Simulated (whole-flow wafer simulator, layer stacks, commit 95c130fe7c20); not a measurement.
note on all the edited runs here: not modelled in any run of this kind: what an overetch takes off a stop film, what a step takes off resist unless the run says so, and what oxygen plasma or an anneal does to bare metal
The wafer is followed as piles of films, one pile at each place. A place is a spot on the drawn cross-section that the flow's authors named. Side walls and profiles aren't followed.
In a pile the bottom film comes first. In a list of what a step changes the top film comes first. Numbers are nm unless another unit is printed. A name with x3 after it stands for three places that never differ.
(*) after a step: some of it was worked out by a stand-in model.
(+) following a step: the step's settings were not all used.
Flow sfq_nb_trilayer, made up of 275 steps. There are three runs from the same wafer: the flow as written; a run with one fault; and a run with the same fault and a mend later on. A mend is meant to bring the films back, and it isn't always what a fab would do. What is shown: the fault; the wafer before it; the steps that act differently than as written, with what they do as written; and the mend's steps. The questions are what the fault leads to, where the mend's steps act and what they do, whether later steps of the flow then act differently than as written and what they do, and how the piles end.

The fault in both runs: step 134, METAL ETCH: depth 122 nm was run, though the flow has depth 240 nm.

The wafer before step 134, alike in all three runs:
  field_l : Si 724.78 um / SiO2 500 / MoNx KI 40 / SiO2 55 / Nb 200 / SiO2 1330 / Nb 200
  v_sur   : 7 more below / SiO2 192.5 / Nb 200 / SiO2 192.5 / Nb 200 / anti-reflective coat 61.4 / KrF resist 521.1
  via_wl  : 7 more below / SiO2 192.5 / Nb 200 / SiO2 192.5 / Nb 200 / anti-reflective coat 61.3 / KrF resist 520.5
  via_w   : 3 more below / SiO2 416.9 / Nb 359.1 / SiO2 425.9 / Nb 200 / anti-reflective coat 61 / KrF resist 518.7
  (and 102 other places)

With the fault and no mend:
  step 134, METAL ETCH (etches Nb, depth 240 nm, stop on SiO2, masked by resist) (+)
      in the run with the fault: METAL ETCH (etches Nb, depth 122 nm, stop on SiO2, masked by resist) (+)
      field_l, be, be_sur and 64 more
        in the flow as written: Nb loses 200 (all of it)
        in the run with the fault: Nb loses 122
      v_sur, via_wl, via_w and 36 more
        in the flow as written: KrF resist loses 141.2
        in the run with the fault: KrF resist loses 71.8
  Later steps of the flow acting differently than as written:
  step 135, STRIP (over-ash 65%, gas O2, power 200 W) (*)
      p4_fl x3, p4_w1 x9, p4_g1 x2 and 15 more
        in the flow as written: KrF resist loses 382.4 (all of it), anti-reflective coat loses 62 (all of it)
        in the run with the fault: KrF resist loses 451.8 (all of it), anti-reflective coat loses 62 (all of it)
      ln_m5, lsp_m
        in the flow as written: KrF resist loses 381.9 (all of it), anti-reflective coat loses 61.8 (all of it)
        in the run with the fault: KrF resist loses 451.3 (all of it), anti-reflective coat loses 61.8 (all of it)
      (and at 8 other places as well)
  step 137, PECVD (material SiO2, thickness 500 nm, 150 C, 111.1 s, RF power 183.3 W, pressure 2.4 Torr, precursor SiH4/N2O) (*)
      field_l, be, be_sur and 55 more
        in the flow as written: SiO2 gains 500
        in the run with the fault: SiO2 gains 500 (new film)
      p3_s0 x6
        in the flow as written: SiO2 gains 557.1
        in the run with the fault: SiO2 gains 500 (new film)
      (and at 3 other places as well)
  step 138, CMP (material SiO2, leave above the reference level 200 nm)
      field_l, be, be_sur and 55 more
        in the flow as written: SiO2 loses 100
        in the run with the fault: SiO2 loses 178
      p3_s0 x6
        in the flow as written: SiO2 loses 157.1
        in the run with the fault: SiO2 loses 178
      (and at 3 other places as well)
  By the end, the piles at field_l, be, be_sur and 64 more depart from the flow's by more than 2% or 0.5 nm, whichever is larger.
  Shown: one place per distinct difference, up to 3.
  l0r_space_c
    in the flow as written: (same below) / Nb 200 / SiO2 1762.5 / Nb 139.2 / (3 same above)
    in the run with the fault: (same below) / Nb 200 / SiO2 1370 / Nb 78 / SiO2 314.5 / Nb 139.2 / (3 same above)
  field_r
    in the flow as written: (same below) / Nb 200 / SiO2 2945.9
    in the run with the fault: (same below) / Nb 200 / SiO2 1370 / Nb 78 / SiO2 1497.9
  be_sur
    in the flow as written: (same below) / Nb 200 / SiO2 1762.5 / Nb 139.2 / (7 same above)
    in the run with the fault: (same below) / Nb 200 / SiO2 1370 / Nb 78 / SiO2 314.5 / Nb 139.2 / (7 same above)

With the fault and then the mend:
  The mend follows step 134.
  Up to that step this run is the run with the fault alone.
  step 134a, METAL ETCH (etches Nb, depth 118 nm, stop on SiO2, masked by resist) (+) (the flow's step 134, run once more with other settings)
      field_l, be, be_sur and 64 more
        Nb loses 78 (all of it)
      v_sur, via_wl, via_w and 36 more
        KrF resist loses 68.8
  Later steps of the flow that are run all act as written at every place that is followed, up to a difference of at most 2% or 0.5 nm, whichever is larger.
  At every place that both follow, the piles at the end match the flow's.
